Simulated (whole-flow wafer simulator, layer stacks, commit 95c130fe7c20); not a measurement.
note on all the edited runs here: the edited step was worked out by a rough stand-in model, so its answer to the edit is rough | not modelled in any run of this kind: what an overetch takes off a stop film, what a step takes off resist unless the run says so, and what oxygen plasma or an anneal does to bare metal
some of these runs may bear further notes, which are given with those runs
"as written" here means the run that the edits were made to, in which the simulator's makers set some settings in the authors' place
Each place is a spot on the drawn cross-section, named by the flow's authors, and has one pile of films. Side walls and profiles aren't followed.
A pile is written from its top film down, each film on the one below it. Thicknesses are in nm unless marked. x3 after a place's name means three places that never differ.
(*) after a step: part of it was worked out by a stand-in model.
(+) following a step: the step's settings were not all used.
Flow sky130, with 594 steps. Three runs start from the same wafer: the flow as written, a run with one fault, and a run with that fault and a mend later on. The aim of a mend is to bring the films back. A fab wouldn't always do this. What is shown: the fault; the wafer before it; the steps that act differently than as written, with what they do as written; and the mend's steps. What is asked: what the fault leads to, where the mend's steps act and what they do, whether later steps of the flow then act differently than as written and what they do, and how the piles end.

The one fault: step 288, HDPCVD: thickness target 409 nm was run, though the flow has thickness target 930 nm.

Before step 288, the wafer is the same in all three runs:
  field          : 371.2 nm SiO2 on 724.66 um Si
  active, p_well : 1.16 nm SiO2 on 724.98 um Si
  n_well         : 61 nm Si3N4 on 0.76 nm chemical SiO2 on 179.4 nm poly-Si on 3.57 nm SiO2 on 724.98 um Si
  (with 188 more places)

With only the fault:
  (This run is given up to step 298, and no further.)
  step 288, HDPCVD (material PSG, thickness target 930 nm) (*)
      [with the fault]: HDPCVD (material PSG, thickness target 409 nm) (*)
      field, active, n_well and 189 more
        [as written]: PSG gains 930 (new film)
        [with the fault]: PSG gains 409 (new film)
  Steps later in the flow that act otherwise than as written (1 more step, not shown, differs only slightly: by at most 2% or 0.5 nm, whichever is larger):
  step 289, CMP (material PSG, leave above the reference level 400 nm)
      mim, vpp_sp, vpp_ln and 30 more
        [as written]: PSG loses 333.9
        [with the fault]: nothing
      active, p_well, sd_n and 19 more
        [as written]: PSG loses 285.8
        [with the fault]: nothing
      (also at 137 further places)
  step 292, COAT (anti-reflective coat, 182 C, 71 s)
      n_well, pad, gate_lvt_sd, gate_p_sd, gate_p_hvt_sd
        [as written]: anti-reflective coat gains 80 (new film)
        [with the fault]: anti-reflective coat gains 3 (new film)
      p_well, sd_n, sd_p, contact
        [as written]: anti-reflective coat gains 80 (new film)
        [with the fault]: anti-reflective coat gains 126.4 (new film)
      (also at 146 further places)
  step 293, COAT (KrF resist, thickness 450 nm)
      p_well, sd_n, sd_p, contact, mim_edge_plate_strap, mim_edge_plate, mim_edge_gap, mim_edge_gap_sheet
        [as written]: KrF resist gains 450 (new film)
        [with the fault]: KrF resist gains 504.7 (new film)
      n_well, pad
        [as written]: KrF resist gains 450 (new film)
        [with the fault]: KrF resist gains 392.9 (new film)
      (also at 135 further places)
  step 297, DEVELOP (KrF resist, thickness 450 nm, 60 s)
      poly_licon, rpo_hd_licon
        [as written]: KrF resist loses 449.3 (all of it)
        [with the fault]: KrF resist loses 346.4 (all of it)
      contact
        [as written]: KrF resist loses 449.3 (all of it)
        [with the fault]: KrF resist loses 504 (all of it)
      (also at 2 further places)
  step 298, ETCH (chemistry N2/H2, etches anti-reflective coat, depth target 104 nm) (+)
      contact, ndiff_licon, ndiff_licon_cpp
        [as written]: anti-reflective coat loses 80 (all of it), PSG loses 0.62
        [with the fault]: anti-reflective coat loses 104
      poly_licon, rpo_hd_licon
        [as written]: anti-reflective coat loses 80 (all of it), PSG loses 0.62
        [with the fault]: anti-reflective coat loses 77.6 (all of it), PSG loses 0.68
  After step 298, at field, active, n_well and 172 more, the piles differ from the flow's by more than 2% or 0.5 nm, whichever is larger.
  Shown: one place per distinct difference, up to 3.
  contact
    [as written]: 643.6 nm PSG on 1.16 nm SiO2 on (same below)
    [with the fault]: 22.4 nm anti-reflective coat on 409 nm PSG on 1.16 nm SiO2 on (same below)
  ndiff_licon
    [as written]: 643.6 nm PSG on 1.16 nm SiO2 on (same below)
    [with the fault]: 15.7 nm anti-reflective coat on 409 nm PSG on 1.16 nm SiO2 on (same below)
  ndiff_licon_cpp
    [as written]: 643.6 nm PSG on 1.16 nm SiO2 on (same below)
    [with the fault]: 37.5 nm anti-reflective coat on 409 nm PSG on 1.16 nm SiO2 on (same below)

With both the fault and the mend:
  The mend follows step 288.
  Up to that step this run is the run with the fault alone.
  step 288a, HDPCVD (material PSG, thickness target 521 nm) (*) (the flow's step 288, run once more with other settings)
      field, active, n_well and 189 more
        PSG gains 521
  Every later step of the flow that is run acts as written, at every place that is followed, to within 2% or 0.5 nm, whichever is larger.
  At the end the piles are close to the flow's at the places that both follow, differing by at most 2% or 0.5 nm, whichever is larger.
